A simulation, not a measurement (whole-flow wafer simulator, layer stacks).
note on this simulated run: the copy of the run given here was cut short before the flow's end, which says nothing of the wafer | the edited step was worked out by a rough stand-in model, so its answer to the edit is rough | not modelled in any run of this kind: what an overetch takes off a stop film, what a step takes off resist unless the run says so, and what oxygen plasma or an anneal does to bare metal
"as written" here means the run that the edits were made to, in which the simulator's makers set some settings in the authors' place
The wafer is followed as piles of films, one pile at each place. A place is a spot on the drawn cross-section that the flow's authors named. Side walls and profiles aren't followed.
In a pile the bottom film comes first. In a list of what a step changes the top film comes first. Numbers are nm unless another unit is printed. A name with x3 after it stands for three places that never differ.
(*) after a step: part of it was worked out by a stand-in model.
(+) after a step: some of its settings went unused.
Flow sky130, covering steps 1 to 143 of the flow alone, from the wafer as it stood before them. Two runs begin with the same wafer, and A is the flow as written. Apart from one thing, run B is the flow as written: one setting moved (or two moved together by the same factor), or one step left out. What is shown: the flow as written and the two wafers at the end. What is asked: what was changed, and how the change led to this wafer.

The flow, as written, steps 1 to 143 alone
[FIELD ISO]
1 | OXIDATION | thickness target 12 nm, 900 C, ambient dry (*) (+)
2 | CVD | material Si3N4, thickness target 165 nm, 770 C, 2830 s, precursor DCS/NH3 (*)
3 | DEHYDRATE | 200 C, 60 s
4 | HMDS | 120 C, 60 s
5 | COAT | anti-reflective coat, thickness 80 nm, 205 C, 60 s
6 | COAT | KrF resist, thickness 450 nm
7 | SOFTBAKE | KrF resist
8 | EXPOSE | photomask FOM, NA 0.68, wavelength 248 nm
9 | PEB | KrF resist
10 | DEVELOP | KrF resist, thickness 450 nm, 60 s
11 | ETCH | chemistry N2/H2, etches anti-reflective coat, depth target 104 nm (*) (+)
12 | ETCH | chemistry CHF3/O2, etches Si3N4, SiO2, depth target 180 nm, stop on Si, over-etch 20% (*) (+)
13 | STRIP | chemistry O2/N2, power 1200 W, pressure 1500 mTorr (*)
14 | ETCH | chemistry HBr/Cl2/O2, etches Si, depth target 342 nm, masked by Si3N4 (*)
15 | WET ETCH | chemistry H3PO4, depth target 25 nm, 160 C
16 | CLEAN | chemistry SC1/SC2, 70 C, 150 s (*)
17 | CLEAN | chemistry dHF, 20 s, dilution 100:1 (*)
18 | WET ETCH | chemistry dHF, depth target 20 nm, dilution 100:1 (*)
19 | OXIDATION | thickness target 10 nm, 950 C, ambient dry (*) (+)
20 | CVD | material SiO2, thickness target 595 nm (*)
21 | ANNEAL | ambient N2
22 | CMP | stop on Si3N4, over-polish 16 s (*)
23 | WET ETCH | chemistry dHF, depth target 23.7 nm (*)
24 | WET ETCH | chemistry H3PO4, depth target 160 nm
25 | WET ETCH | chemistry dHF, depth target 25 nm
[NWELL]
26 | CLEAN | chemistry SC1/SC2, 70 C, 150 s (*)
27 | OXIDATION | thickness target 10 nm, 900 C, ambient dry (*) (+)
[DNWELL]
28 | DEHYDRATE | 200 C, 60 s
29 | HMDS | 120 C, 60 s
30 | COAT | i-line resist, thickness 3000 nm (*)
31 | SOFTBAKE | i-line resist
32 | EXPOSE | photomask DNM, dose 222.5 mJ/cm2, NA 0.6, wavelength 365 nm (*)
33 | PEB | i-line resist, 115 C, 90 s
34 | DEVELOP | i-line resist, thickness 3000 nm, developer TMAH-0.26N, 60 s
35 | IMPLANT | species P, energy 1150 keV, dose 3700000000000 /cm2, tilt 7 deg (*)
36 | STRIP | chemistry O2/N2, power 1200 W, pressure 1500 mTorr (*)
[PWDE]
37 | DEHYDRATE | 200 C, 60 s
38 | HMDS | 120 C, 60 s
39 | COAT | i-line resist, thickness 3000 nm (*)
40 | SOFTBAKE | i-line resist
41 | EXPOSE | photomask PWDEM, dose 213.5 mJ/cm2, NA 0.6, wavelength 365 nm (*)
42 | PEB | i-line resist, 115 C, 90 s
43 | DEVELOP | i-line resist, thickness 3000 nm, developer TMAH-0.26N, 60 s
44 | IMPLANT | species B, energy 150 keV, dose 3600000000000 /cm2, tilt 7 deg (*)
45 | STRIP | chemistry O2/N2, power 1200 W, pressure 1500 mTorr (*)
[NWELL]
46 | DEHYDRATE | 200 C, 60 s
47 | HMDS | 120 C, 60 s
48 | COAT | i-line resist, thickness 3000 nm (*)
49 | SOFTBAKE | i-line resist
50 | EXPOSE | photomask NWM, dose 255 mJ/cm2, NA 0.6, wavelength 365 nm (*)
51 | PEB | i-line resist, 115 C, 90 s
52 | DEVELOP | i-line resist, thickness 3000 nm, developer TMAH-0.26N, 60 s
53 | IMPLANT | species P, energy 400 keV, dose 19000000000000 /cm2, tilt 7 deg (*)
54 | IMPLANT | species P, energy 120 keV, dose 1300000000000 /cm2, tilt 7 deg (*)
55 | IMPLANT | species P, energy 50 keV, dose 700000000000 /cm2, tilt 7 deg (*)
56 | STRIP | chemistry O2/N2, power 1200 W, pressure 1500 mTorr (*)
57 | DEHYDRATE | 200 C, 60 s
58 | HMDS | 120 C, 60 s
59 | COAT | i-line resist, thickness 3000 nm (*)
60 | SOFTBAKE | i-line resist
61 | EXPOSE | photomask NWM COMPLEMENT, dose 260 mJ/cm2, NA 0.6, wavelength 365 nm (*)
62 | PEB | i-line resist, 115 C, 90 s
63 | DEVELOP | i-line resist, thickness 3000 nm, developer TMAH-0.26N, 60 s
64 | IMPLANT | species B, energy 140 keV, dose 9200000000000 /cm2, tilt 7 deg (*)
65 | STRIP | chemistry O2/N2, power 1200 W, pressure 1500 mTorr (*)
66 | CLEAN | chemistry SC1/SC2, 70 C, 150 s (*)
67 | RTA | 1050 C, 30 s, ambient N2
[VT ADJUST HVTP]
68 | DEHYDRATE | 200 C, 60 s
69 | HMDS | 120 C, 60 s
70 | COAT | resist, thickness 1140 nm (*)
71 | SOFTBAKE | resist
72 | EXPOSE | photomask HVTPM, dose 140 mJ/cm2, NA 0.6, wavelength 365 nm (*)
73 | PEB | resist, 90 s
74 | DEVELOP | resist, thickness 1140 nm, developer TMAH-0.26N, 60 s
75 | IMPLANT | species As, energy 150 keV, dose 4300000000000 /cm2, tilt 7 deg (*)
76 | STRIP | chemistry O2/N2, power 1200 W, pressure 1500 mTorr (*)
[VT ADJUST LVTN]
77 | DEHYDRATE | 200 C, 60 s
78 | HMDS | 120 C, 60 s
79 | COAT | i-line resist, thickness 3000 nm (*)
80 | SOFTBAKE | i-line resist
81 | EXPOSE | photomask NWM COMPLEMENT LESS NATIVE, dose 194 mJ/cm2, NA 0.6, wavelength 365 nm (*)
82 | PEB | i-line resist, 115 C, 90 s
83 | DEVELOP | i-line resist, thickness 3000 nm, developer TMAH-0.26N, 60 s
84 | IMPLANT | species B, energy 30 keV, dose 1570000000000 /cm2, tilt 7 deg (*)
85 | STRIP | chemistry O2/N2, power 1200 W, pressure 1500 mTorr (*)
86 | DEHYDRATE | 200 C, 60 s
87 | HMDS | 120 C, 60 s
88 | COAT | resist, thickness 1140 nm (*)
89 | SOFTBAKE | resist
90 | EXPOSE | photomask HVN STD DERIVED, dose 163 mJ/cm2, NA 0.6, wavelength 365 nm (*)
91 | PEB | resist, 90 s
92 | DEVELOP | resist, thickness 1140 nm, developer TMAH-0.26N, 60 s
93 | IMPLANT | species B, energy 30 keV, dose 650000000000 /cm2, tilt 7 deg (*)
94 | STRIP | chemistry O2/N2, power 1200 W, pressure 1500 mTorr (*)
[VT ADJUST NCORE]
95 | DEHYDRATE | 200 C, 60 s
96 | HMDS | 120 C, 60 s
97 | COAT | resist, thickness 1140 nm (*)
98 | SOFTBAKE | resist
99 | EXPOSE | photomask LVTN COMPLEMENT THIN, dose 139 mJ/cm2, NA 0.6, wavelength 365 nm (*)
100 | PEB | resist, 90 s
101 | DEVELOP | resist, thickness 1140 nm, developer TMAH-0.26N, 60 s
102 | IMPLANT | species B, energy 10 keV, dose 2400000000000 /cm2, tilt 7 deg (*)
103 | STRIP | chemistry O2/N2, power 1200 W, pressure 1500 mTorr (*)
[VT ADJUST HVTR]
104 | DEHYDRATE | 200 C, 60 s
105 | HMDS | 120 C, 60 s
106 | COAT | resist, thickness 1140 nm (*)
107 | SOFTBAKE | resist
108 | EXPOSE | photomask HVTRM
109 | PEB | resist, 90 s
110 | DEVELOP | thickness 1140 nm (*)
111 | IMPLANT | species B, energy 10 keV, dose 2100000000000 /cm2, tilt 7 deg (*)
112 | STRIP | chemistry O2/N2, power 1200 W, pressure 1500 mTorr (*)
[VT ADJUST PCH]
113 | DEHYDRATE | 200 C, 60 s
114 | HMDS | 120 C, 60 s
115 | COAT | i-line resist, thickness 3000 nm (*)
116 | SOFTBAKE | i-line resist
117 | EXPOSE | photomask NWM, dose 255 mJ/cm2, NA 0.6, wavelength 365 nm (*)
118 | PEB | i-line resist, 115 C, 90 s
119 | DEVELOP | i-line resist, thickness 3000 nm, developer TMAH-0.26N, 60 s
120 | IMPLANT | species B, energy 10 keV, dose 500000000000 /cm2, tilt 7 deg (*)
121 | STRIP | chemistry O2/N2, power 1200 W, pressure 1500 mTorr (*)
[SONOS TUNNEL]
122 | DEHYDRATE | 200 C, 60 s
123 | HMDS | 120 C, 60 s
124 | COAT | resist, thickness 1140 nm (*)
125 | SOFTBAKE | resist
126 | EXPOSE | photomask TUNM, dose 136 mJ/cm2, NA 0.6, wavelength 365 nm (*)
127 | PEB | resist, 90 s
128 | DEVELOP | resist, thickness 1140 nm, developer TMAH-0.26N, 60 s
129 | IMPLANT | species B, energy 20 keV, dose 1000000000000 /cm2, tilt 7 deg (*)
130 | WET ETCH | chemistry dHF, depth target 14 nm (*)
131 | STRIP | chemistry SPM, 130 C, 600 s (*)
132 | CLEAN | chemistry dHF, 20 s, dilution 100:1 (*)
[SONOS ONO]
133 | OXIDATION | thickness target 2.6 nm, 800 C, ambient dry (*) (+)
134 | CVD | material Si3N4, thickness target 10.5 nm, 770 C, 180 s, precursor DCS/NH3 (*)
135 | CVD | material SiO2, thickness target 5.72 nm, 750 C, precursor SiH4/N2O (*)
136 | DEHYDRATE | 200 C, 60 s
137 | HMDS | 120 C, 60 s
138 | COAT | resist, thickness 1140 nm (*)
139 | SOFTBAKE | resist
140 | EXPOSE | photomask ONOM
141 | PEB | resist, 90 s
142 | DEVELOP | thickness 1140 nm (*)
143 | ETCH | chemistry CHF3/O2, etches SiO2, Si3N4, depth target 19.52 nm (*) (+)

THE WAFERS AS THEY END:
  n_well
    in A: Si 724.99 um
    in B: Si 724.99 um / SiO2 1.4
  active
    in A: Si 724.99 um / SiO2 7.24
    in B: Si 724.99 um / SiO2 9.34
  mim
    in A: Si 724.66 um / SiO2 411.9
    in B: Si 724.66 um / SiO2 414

What caused this: step 134, CVD: 216 s was run, whereas the flow has 180 s.

Step by step, how the change led to this:
  134 | CVD | material Si3N4, thickness target 10.5 nm, 770 C, 180 s, precursor DCS/NH3 (*)
      field, active, n_well and 187 more: A +10.5 Si3N4 (new film) | B +12.6 Si3N4 (new film)
  143 | ETCH | chemistry CHF3/O2, etches SiO2, Si3N4, depth target 19.52 nm (*) (+)
      n_well, sonos_sd: A -5.72 SiO2 (all of it), -10.5 Si3N4 (all of it), -2.6 SiO2 (all of it), -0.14 Si | B -5.72 SiO2 (all of it), -12.6 Si3N4 (all of it), -1.2 SiO2
      field, active, p_well x5 and 179 more: A -5.72 SiO2 (all of it), -10.5 Si3N4 (all of it), -3.3 SiO2 | B -5.72 SiO2 (all of it), -12.6 Si3N4 (all of it), -1.2 SiO2
